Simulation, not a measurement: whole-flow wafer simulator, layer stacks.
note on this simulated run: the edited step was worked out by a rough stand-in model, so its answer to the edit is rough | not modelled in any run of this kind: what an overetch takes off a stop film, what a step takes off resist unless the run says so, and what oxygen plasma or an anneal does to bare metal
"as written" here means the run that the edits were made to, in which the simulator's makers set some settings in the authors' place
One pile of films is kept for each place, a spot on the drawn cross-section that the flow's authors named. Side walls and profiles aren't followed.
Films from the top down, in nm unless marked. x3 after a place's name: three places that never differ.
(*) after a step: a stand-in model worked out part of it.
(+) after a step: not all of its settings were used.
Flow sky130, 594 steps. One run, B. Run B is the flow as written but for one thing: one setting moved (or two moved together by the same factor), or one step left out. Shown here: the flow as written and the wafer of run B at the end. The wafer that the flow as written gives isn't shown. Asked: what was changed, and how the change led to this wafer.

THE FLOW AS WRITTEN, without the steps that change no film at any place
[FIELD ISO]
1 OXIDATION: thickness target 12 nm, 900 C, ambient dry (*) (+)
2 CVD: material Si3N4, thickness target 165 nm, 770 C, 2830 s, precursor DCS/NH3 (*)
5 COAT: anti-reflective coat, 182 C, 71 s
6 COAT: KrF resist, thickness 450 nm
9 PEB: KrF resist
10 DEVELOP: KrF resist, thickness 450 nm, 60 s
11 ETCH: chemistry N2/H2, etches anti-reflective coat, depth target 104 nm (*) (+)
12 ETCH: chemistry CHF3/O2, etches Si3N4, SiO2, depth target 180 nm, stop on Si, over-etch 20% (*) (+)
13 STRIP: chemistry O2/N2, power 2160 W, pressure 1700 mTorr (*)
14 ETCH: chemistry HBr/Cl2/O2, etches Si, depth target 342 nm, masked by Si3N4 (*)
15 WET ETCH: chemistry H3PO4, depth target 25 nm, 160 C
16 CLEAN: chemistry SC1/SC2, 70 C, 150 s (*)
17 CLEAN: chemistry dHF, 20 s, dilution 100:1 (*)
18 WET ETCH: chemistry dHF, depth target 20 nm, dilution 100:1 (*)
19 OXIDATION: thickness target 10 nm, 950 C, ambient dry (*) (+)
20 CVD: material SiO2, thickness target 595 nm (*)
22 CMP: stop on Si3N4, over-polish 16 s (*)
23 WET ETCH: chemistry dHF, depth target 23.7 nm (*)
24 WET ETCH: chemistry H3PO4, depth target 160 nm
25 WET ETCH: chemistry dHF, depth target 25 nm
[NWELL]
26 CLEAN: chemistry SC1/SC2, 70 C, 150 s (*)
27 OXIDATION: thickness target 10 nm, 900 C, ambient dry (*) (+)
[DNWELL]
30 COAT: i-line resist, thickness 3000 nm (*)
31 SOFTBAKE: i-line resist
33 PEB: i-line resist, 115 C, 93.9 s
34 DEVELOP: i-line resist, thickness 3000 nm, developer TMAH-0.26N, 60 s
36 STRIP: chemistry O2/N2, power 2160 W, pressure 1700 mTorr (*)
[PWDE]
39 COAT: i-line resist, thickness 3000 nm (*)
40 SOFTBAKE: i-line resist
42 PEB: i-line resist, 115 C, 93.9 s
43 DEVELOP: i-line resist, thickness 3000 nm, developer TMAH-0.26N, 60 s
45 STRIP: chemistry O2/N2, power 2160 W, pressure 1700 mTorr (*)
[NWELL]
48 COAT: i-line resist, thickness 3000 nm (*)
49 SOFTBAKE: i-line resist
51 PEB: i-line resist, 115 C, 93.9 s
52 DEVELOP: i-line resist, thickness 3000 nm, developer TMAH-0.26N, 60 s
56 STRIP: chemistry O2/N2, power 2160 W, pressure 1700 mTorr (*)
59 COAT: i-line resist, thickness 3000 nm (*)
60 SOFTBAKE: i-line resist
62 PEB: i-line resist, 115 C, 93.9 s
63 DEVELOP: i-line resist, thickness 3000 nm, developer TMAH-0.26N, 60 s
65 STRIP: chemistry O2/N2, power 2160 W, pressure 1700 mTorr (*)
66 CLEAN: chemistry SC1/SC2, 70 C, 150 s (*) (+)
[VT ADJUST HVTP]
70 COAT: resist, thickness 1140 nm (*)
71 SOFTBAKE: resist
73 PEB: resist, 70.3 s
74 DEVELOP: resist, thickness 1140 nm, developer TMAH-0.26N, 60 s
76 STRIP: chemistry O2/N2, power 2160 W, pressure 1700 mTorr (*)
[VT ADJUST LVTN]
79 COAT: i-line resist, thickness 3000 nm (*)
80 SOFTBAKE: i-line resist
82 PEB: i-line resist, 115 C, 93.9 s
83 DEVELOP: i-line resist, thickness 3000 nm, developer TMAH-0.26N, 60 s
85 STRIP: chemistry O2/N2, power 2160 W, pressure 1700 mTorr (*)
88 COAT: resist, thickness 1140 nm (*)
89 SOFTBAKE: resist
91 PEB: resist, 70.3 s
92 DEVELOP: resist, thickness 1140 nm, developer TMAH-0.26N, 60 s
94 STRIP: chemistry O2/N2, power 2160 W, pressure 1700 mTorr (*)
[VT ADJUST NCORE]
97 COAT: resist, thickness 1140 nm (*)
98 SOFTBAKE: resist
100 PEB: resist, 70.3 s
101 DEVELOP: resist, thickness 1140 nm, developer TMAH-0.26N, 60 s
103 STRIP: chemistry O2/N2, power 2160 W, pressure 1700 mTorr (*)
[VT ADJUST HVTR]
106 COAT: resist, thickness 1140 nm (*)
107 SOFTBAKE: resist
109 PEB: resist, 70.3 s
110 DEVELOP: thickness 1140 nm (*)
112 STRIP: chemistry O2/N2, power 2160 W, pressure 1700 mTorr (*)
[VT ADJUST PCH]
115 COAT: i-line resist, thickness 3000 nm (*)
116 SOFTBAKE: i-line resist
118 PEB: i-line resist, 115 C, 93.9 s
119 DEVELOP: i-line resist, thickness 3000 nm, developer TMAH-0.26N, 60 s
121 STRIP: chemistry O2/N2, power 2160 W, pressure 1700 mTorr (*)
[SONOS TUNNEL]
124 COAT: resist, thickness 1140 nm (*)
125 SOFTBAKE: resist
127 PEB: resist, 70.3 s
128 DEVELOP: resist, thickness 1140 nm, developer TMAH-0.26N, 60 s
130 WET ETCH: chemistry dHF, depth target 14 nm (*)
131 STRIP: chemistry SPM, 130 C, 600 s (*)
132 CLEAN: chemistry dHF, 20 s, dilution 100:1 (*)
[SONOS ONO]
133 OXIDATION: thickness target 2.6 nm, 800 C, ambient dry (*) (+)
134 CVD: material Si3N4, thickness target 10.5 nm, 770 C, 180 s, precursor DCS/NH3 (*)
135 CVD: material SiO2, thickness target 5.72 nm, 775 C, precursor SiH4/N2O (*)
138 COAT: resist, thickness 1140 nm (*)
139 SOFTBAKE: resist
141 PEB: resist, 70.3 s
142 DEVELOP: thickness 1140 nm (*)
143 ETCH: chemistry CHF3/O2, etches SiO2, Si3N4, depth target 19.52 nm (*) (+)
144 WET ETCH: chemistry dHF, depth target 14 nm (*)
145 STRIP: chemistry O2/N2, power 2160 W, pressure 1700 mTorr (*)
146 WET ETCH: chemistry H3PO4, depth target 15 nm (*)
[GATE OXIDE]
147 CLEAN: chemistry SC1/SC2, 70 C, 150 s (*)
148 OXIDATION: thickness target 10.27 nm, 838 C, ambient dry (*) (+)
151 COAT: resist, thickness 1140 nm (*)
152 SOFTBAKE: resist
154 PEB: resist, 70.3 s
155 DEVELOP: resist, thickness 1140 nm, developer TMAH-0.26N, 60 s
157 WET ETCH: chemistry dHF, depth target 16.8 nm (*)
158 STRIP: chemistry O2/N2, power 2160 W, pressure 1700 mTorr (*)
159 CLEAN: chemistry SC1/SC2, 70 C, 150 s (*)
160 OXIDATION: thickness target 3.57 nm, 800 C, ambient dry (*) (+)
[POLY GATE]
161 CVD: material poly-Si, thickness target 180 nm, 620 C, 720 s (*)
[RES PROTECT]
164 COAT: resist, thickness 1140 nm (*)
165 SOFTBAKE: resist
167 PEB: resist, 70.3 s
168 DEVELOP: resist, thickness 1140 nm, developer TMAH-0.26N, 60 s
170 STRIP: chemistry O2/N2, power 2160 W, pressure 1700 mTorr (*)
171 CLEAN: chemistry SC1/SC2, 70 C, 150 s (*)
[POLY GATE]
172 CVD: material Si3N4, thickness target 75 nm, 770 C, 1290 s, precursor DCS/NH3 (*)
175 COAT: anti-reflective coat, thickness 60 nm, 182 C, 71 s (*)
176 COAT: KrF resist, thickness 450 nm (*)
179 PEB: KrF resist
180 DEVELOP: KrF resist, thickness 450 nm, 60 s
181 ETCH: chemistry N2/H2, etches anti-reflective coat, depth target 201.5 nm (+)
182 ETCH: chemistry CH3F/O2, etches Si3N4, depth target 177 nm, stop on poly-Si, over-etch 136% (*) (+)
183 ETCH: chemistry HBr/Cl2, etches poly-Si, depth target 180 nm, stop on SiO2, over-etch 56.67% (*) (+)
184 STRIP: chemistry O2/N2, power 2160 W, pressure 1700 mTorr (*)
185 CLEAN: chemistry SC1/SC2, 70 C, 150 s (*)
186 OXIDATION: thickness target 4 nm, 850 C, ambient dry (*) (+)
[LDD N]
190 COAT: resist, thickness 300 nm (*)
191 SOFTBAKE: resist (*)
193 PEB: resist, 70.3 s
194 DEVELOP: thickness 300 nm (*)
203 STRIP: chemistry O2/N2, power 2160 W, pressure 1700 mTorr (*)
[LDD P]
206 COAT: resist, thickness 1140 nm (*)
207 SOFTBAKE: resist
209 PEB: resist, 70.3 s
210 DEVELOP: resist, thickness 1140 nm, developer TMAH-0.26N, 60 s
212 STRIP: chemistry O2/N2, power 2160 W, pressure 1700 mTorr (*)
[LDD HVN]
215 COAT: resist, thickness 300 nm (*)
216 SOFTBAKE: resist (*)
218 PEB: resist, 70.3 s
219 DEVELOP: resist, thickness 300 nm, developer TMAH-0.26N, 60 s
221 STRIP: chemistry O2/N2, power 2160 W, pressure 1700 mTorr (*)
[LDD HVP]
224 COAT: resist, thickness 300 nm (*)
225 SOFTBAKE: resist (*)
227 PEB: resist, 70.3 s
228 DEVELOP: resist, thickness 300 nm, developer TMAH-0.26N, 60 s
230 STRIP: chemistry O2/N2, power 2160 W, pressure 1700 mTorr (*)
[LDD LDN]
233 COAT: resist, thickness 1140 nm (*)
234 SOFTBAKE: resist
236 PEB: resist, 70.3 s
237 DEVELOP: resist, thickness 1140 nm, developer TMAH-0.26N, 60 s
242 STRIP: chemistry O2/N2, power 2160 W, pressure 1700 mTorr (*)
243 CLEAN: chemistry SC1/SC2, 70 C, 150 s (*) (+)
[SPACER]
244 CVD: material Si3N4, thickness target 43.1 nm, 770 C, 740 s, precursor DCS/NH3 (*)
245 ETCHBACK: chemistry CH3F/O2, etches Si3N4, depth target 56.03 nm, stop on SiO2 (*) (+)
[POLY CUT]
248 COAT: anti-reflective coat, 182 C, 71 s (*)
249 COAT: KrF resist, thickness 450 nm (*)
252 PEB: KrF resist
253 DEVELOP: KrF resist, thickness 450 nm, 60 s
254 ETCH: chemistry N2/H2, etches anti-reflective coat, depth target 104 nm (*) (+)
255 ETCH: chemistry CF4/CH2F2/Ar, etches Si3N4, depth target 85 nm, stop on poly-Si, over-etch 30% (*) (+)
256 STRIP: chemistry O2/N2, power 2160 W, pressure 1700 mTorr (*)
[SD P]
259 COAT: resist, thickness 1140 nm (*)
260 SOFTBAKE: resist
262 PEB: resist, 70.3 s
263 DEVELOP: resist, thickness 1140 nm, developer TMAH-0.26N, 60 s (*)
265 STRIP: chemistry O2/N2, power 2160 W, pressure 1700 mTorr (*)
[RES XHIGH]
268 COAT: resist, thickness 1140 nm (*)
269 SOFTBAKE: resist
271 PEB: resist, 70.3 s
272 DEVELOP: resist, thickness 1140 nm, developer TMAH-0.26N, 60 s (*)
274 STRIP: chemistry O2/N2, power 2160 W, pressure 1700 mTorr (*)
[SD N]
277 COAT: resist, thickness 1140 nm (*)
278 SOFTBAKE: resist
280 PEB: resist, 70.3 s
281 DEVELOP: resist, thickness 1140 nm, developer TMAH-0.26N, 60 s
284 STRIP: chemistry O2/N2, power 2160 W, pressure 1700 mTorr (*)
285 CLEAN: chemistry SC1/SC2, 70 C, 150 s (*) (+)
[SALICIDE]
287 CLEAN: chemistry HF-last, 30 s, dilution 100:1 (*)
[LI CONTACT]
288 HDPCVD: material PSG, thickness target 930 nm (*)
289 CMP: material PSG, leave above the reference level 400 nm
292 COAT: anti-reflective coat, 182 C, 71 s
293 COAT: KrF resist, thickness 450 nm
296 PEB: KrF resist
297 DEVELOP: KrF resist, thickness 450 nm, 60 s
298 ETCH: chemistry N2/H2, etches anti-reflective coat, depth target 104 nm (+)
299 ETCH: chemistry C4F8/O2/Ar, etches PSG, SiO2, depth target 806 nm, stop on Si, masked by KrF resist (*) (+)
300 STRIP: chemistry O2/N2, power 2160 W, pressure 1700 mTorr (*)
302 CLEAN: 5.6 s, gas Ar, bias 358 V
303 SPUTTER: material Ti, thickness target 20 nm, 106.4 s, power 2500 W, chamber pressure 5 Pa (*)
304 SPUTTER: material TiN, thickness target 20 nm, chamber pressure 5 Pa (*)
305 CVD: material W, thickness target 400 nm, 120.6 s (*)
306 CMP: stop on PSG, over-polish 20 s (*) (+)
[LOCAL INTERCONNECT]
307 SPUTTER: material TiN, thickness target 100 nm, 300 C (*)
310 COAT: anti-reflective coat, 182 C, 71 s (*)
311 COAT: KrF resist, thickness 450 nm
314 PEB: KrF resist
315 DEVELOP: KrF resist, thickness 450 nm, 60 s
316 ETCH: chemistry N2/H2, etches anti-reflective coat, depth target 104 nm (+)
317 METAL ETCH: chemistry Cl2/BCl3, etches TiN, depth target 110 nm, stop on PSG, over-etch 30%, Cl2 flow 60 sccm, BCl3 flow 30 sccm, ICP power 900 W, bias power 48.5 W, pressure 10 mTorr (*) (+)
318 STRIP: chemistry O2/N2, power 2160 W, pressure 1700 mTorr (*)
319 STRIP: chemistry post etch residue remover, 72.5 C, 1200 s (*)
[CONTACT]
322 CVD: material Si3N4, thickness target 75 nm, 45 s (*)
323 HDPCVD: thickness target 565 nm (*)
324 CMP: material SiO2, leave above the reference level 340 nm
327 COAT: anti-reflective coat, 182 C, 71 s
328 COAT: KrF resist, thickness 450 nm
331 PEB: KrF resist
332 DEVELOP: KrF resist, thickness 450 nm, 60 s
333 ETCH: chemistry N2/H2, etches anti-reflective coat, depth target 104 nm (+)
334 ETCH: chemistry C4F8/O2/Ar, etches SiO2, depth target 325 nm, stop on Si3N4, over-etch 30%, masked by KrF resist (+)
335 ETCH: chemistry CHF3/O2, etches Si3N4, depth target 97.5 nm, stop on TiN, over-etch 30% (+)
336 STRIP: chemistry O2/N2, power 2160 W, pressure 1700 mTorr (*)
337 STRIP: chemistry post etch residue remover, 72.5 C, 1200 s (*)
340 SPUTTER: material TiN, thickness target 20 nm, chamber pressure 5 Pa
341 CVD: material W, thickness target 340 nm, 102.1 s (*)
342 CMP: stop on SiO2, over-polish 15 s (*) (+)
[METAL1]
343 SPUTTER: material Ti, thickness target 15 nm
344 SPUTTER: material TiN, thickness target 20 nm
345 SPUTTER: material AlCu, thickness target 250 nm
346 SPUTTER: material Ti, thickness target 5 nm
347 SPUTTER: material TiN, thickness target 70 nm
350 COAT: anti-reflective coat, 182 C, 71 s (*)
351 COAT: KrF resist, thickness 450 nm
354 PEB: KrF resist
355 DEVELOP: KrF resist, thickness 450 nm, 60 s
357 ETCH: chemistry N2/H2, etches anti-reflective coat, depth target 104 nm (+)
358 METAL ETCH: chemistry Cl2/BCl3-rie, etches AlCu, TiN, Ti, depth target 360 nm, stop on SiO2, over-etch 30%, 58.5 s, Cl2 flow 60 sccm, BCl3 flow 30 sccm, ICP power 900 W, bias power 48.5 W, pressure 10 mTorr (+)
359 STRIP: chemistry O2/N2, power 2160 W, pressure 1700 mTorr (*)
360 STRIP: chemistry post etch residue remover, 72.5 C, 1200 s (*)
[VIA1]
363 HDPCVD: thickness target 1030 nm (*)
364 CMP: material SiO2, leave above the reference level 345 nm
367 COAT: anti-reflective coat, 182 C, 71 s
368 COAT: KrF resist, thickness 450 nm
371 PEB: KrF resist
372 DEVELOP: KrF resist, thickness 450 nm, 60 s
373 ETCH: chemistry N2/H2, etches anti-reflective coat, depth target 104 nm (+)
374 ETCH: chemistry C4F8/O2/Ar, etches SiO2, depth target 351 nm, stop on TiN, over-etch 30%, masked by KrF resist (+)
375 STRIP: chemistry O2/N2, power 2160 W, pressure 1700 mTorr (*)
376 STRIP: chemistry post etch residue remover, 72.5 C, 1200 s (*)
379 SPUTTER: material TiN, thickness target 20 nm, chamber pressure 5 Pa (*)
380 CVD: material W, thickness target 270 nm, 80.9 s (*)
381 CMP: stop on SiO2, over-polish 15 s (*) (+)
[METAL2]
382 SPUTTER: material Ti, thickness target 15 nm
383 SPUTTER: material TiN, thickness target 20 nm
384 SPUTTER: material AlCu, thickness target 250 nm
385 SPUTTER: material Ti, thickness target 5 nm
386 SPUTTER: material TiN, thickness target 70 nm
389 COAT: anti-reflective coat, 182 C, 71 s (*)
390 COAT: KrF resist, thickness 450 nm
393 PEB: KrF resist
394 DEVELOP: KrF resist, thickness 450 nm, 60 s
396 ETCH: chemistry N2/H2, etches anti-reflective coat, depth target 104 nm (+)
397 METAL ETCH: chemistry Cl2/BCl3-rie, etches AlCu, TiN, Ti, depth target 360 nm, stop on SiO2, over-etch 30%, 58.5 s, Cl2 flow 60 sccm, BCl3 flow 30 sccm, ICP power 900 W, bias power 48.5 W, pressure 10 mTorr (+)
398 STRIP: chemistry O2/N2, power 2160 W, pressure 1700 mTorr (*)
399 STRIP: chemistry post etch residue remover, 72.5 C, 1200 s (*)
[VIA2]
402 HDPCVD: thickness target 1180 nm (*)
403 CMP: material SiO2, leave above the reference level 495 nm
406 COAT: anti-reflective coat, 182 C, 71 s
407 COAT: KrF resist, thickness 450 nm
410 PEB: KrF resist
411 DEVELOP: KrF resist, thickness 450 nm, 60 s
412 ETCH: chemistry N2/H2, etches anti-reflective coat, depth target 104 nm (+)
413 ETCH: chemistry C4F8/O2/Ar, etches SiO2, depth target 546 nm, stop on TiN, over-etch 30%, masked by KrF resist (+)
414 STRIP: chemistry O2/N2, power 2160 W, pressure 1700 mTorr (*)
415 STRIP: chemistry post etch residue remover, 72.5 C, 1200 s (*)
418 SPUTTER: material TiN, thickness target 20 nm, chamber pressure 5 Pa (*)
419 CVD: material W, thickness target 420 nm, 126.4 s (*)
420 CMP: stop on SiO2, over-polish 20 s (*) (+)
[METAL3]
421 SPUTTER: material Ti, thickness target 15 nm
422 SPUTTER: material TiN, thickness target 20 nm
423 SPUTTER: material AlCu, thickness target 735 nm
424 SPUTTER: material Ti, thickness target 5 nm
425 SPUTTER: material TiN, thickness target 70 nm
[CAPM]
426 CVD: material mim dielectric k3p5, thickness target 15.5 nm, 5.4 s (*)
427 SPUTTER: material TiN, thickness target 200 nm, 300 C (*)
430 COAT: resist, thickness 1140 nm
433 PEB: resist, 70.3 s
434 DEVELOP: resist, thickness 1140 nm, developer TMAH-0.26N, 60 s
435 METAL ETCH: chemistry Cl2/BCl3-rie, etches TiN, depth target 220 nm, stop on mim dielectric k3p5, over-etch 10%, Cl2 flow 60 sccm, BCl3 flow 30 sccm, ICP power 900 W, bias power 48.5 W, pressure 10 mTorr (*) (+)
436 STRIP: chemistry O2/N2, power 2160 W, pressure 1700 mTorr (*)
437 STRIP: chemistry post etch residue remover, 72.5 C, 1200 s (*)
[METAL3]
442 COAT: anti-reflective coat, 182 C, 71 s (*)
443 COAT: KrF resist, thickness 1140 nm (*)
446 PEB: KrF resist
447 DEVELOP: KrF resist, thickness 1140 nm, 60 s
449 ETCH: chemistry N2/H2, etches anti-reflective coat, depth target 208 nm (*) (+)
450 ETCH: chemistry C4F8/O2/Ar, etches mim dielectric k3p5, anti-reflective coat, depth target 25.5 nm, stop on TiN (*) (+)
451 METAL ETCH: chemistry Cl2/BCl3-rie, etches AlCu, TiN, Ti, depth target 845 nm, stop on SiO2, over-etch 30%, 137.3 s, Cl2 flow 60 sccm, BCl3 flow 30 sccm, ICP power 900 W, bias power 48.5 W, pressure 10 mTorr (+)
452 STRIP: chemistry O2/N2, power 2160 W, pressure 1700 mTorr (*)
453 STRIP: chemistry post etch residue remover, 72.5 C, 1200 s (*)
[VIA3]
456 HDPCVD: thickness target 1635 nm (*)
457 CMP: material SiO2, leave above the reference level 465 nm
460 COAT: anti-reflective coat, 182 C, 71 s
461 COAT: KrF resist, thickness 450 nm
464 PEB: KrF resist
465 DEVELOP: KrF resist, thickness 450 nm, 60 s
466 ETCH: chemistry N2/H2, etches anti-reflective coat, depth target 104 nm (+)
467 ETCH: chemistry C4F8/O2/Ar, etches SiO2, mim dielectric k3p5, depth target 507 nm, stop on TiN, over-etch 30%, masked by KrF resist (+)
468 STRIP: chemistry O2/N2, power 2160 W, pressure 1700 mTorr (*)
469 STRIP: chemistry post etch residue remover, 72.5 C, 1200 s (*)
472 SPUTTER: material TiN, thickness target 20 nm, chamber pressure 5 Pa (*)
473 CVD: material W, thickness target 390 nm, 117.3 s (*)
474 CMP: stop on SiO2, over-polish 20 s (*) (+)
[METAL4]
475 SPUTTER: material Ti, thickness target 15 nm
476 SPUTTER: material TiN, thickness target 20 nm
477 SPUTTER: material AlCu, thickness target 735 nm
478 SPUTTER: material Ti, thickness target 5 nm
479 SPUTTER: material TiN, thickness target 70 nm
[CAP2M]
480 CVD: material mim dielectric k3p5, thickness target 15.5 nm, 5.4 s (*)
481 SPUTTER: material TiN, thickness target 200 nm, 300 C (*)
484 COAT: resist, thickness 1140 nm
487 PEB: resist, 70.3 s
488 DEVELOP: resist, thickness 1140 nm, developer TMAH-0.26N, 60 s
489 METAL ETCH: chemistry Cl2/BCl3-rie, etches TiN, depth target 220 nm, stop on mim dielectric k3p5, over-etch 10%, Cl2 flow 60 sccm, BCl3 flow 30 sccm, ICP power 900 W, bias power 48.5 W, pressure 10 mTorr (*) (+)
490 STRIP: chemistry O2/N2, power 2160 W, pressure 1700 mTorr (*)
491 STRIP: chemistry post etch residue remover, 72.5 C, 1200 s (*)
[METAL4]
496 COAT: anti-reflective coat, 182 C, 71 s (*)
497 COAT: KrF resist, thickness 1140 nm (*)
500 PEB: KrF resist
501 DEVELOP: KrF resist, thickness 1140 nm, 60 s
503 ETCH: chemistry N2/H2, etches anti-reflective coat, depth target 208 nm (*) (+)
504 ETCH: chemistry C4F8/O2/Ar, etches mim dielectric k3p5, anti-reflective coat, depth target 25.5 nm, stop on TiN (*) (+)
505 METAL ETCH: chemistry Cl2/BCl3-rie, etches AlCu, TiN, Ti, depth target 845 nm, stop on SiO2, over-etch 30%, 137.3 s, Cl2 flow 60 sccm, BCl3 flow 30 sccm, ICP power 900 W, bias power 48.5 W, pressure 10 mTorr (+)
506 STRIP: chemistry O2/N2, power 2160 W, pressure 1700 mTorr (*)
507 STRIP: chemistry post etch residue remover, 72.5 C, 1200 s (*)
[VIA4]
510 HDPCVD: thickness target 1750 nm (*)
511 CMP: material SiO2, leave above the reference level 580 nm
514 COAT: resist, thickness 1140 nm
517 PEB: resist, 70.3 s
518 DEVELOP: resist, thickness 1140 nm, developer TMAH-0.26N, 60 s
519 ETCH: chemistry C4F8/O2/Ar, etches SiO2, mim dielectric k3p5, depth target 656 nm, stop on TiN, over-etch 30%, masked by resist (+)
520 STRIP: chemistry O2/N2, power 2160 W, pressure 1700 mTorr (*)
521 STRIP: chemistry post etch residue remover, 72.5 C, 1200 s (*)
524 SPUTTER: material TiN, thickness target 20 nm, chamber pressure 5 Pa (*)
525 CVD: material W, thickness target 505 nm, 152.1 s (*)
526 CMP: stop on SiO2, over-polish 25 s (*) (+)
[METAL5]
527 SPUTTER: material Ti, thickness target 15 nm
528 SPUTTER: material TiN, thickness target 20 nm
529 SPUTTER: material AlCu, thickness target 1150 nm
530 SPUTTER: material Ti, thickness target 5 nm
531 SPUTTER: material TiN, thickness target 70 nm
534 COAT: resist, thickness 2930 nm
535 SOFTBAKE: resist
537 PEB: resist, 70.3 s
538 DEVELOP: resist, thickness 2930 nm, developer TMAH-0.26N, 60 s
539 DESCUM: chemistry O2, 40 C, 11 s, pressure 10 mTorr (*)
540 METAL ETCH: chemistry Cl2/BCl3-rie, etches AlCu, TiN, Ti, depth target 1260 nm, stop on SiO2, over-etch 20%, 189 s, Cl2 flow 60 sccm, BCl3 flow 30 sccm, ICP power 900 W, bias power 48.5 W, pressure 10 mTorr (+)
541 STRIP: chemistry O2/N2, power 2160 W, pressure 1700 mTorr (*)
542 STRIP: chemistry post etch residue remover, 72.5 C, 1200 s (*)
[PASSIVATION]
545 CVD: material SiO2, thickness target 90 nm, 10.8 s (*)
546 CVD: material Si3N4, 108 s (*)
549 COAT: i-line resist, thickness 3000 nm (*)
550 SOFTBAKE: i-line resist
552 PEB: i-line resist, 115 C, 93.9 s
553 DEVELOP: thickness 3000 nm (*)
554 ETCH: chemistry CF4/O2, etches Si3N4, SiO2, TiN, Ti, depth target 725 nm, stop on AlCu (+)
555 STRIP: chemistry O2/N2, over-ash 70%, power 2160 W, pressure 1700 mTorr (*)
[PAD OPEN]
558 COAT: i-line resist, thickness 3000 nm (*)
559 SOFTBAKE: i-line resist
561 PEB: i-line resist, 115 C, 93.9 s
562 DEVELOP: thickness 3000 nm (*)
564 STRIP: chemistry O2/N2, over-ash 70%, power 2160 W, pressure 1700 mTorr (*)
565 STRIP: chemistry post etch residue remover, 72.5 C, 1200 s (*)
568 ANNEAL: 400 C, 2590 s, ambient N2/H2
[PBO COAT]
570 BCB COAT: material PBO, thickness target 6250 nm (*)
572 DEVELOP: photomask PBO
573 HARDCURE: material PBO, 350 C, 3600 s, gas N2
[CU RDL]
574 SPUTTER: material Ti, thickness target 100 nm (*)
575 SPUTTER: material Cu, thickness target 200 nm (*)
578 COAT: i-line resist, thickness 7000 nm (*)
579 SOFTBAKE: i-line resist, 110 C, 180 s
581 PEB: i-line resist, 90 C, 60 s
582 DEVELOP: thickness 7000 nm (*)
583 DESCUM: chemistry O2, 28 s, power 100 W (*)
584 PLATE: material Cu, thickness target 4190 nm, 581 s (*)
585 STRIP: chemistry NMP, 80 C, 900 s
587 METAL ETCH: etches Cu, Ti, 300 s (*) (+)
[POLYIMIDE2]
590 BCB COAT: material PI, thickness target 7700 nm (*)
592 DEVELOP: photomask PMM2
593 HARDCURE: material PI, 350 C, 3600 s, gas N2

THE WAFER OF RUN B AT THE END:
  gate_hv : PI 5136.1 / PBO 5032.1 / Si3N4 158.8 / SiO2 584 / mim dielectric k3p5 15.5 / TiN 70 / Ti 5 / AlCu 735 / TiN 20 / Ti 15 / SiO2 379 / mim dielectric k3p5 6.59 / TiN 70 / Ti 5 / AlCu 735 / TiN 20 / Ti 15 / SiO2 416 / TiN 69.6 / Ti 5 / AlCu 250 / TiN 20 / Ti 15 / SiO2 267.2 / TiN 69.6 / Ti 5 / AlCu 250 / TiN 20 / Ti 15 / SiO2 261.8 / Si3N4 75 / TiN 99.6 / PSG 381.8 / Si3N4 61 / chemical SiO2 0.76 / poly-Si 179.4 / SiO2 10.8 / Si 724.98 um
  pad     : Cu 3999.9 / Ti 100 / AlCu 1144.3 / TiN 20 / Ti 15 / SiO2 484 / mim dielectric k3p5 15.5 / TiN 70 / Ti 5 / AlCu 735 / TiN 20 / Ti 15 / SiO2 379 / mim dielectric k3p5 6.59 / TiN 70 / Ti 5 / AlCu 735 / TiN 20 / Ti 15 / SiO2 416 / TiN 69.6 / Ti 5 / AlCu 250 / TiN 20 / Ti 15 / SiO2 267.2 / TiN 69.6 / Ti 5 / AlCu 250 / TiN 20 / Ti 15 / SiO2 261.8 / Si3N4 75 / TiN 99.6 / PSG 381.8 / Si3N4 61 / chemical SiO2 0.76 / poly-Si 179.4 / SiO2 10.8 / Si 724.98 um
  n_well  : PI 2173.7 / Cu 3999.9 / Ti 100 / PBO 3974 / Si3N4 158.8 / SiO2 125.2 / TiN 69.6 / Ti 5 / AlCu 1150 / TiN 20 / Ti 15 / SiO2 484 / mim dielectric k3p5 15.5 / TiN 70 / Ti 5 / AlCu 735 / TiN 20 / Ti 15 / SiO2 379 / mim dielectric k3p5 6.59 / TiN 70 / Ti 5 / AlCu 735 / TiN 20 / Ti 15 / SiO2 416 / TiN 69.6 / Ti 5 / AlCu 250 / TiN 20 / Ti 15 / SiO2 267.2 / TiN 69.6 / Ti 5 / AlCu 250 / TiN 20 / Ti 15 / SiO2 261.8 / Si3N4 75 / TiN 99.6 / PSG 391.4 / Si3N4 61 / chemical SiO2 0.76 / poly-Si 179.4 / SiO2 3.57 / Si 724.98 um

The cause: step 426, CVD: thickness target 6.59 nm was run, where the flow has thickness target 15.5 nm; step 426, CVD: 2.29 s was run, where the flow has 5.4 s.
It can be read off the wafer: gate_hv has mim dielectric k3p5 6.59, and step 426 as written asks for 15.5 nm.

How the change led to this, step by step:
  426 CVD: material mim dielectric k3p5, thickness target 15.5 nm, 5.4 s (*)
      field, active, n_well and 188 more: mim dielectric k3p5 +6.59 (new film) (as written it would be: mim dielectric k3p5 +15.5 (new film))
  450 ETCH: chemistry C4F8/O2/Ar, etches mim dielectric k3p5, anti-reflective coat, depth target 25.5 nm, stop on TiN (*) (+)
      n_well, p_well, gate_hv and 104 more: KrF resist -6.59 (as written it would be: KrF resist -15.5)
      field, active, gate and 82 more: mim dielectric k3p5 -6.59 (all of it) (as written it would be: mim dielectric k3p5 -15.5 (all of it))
  452 STRIP: chemistry O2/N2, power 2160 W, pressure 1700 mTorr (*)
      mim_edge_plate_strap, mim_edge_plate: KrF resist -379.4 (all of it), anti-reflective coat -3 (all of it) (as written it would be: KrF resist -370.5 (all of it), anti-reflective coat -3 (all of it))
      mim: KrF resist -387.6 (all of it), anti-reflective coat -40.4 (all of it) (as written it would be: KrF resist -378.7 (all of it), anti-reflective coat -40.4 (all of it))
      (and at 1 more place)
  467 ETCH: chemistry C4F8/O2/Ar, etches SiO2, mim dielectric k3p5, depth target 507 nm, stop on TiN, over-etch 30%, masked by KrF resist (+)
      m1: SiO2 -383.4 (all of it), mim dielectric k3p5 -6.59 (all of it) (as written it would be: SiO2 -374.5 (all of it), mim dielectric k3p5 -15.5 (all of it))
      via3_hole: SiO2 -382.8 (all of it), mim dielectric k3p5 -6.59 (all of it) (as written it would be: SiO2 -373.9 (all of it), mim dielectric k3p5 -15.5 (all of it))
